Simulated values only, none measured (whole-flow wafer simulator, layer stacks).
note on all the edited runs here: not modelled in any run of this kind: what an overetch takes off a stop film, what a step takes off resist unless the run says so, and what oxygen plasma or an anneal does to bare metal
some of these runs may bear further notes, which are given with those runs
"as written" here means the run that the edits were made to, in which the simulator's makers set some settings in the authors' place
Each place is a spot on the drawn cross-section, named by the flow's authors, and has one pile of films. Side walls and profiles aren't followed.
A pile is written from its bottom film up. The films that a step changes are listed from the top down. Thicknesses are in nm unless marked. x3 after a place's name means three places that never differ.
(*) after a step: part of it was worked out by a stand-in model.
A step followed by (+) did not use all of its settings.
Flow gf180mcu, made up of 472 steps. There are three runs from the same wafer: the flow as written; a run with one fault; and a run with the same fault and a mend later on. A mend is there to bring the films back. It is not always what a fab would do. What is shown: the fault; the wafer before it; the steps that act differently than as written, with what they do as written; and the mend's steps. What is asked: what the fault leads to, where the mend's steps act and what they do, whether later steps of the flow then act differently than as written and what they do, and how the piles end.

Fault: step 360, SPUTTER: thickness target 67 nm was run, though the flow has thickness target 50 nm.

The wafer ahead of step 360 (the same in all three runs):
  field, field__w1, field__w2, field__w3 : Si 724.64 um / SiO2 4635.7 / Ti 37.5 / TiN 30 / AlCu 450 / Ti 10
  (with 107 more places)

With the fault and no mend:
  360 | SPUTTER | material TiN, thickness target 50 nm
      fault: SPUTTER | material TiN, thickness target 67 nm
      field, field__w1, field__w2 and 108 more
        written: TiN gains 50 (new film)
        fault: TiN gains 67 (new film)
  Steps further on in the flow that do not act as written (5 more steps, not shown, differ only slightly: by at most 2% or 0.5 nm, whichever is larger):
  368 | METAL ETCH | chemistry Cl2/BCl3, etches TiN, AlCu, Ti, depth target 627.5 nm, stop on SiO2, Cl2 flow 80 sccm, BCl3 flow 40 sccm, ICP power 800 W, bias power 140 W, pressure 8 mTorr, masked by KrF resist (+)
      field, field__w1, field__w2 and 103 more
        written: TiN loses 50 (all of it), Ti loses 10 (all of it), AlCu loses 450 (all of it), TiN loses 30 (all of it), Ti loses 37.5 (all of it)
        fault: TiN loses 67 (all of it), Ti loses 10 (all of it), AlCu loses 450 (all of it), TiN loses 30 (all of it), Ti loses 37.5 (all of it)
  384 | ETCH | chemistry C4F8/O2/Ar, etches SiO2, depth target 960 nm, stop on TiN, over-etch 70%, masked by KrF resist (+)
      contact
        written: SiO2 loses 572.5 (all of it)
        fault: SiO2 loses 555.5 (all of it)
  At field__w8, contact, m1, m1__w1, m1_nw, the piles at the end differ from the flow's by more than 2% or 0.5 nm, whichever is larger.
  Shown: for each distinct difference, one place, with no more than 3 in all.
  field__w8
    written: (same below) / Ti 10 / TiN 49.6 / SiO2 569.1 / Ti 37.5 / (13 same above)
    fault: (same below) / Ti 10 / TiN 66.6 / SiO2 552.1 / Ti 37.5 / (13 same above)
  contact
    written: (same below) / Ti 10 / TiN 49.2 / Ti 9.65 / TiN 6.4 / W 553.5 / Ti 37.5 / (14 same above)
    fault: (same below) / Ti 10 / TiN 66.2 / Ti 9.75 / TiN 6.47 / W 536.3 / Ti 37.5 / (14 same above)

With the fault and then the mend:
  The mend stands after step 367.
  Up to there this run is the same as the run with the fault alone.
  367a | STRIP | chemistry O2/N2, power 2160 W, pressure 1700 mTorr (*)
      field__w8, contact, m1, m1__w1, m1_nw
        KrF resist loses 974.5 (all of it)
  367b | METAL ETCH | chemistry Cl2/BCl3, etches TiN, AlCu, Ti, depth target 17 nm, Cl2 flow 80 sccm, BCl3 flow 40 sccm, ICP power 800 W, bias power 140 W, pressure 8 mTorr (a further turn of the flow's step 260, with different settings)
      field, field__w1, field__w2 and 108 more
        TiN loses 17
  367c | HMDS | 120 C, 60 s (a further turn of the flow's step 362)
      does not change any film at any place that is followed
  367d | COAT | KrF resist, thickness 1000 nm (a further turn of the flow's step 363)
      field, field__w1, field__w2 and 108 more
        KrF resist gains 1000 (new film)
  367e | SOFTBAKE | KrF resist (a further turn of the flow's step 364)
      does not change any film at any place that is followed
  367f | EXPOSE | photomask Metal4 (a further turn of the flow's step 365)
      does not change any film at any place that is followed
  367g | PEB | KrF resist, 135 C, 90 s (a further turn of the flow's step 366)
      field, field__w1, field__w2 and 108 more
        KrF resist loses 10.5
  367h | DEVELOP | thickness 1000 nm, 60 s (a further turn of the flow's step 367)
      field, field__w1, field__w2 and 103 more
        KrF resist loses 989.5 (all of it)
      field__w8, contact, m1, m1__w1, m1_nw
        KrF resist loses 14.9
  Later steps of the flow that are run all act as written at every place that is followed.
  The piles end the same as the flow's at every place that both follow.
